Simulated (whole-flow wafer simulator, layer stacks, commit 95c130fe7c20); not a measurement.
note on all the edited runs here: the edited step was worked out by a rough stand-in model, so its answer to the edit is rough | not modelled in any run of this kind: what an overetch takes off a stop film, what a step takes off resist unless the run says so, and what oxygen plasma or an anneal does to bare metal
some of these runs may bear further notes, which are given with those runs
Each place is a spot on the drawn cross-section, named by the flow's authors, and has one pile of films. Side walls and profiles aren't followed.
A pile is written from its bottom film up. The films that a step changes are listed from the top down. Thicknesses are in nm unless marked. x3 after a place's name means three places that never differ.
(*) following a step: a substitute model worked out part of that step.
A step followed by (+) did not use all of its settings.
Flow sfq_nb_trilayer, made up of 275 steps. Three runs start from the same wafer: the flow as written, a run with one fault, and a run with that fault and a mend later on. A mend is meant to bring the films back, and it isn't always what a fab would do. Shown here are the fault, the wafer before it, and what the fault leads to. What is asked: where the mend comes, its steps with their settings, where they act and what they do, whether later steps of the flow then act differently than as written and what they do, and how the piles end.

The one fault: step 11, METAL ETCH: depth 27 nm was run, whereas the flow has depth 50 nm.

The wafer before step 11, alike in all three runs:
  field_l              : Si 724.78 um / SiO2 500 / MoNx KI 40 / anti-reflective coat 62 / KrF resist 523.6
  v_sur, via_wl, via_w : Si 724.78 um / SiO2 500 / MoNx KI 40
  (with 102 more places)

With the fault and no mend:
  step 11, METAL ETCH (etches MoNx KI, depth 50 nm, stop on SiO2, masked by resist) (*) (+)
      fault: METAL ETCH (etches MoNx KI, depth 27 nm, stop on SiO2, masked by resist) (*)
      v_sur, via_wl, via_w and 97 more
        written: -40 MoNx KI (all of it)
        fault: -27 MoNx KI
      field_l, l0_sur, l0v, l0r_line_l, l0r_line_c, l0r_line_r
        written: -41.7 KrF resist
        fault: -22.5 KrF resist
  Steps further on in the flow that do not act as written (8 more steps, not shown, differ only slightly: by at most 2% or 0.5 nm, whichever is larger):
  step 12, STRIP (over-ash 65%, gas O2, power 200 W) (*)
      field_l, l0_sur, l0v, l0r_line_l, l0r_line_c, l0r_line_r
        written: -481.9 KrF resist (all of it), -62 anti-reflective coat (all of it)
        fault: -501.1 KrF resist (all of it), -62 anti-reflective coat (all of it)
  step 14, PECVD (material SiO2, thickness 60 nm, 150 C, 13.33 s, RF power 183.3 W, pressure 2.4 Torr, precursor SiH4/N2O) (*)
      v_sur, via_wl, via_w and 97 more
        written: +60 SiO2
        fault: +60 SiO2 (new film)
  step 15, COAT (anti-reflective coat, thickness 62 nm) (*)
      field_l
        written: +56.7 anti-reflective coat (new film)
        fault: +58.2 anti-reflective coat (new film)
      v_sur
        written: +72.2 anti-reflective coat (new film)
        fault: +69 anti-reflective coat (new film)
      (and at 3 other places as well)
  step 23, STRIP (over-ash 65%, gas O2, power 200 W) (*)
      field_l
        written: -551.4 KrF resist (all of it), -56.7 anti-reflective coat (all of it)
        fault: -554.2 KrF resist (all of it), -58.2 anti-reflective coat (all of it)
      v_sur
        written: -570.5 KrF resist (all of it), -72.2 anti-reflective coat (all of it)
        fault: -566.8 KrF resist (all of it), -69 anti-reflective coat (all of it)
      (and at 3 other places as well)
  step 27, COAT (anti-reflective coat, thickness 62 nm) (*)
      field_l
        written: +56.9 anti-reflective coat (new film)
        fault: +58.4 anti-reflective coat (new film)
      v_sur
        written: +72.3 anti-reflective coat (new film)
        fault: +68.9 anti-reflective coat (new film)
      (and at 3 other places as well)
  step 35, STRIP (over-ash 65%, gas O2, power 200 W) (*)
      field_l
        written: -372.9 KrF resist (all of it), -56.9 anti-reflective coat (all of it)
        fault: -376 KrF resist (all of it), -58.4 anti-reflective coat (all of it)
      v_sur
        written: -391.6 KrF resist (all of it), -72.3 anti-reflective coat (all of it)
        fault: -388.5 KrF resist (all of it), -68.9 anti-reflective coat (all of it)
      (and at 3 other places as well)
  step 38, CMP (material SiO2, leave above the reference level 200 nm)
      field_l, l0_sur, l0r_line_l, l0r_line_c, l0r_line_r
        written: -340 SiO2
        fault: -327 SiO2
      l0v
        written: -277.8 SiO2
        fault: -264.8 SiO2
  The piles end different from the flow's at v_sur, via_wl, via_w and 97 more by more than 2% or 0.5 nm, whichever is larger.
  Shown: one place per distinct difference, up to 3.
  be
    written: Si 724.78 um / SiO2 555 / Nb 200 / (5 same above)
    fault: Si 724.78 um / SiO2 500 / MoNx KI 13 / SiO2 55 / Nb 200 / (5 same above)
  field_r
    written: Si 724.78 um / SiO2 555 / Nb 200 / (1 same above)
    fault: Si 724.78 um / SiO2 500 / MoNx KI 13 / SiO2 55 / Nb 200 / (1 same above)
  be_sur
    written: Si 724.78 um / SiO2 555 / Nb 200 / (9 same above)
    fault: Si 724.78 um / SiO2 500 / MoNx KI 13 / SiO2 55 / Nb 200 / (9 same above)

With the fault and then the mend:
  After step 12 comes the mend.
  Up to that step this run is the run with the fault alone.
  step 12a, COAT (anti-reflective coat, thickness 62 nm) (*) (the flow's step 4, run once more)
      p4_fl x3, p4_w1 x9, p4_g1 x2 and 59 more
        +62 anti-reflective coat (new film)
      wire, be, be_sur and 6 more
        +63.2 anti-reflective coat (new film)
      jj_sur, ce_l, c5j, ce_r, sp_r, be_r, r_sur
        +63.1 anti-reflective coat (new film)
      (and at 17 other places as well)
  step 12b, COAT (KrF resist, thickness 600 nm) (*) (the flow's step 5, run once more)
      p4_fl x3, p4_w1 x9, p4_g1 x2 and 59 more
        +600 KrF resist (new film)
      jj_sur, ce_l, c5j, ce_r, sp_r, be_r, r_sur
        +604.5 KrF resist (new film)
      be_sur, gap, res, r_end
        +604.6 KrF resist (new film)
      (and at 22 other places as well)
  step 12c, SOFTBAKE (KrF resist) (the flow's step 6, run once more)
      alters no film at any place that is followed
  step 12d, EXPOSE (photomask L0, dose 11.59 mJ/cm2, NA 0.6, wavelength 248 nm) (*) (the flow's step 7, run once more)
      alters no film at any place that is followed
  step 12e, PEB (KrF resist, 90 s) (the flow's step 8, run once more)
      p4_fl x3, p4_w1 x9, p4_g1 x2 and 62 more
        -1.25 KrF resist
      via_v, wire, be and 15 more
        -1.26 KrF resist
      v_sur, via_wl, via_w, via_wr, via_sp, lsp_m, ln_m6, lsp_r
        -1.27 KrF resist
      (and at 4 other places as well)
  step 12f, DEVELOP (KrF resist, thickness 600 nm, 60 s) (the flow's step 9, run once more)
      p4_fl x3, p4_w1 x9, p4_g1 x2 and 59 more
        -598.7 KrF resist (all of it)
      gap, jj_sur, ce_l and 6 more
        -603.3 KrF resist (all of it)
      field_l, l0_sur, l0v, l0r_line_l, l0r_line_c, l0r_line_r
        -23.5 KrF resist
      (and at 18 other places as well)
  step 12g, METAL ETCH (etches anti-reflective coat, depth 125 nm, masked by resist) (*) (+) (the flow's step 10, run once more)
      p4_fl x3, p4_w1 x9, p4_g1 x2 and 59 more
        -62 anti-reflective coat (all of it)
      wire, be, be_sur and 6 more
        -63.2 anti-reflective coat (all of it)
      jj_sur, ce_l, c5j, ce_r, sp_r, be_r, r_sur
        -63.1 anti-reflective coat (all of it)
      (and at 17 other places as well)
  step 12h, METAL ETCH (etches MoNx KI, depth 23 nm, stop on SiO2, masked by resist) (+) (the flow's step 11, run once more with other settings)
      v_sur, via_wl, via_w and 97 more
        -13 MoNx KI (all of it)
      l0_sur, l0r_line_l, l0r_line_c, l0r_line_r
        -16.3 KrF resist
      field_l, l0v
        -16.2 KrF resist
  step 12i, STRIP (over-ash 65%, gas O2, power 200 W) (*) (the flow's step 12, run once more)
      l0r_line_l, l0r_line_c, l0r_line_r
        -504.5 KrF resist (all of it), -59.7 anti-reflective coat (all of it)
      field_l
        -501.1 KrF resist (all of it), -58.1 anti-reflective coat (all of it)
      l0_sur
        -502.3 KrF resist (all of it), -56.1 anti-reflective coat (all of it)
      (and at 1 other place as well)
  Every later step of the flow that is run acts as written at every place that is followed.
  At every place that both follow, the piles at the end match the flow's.
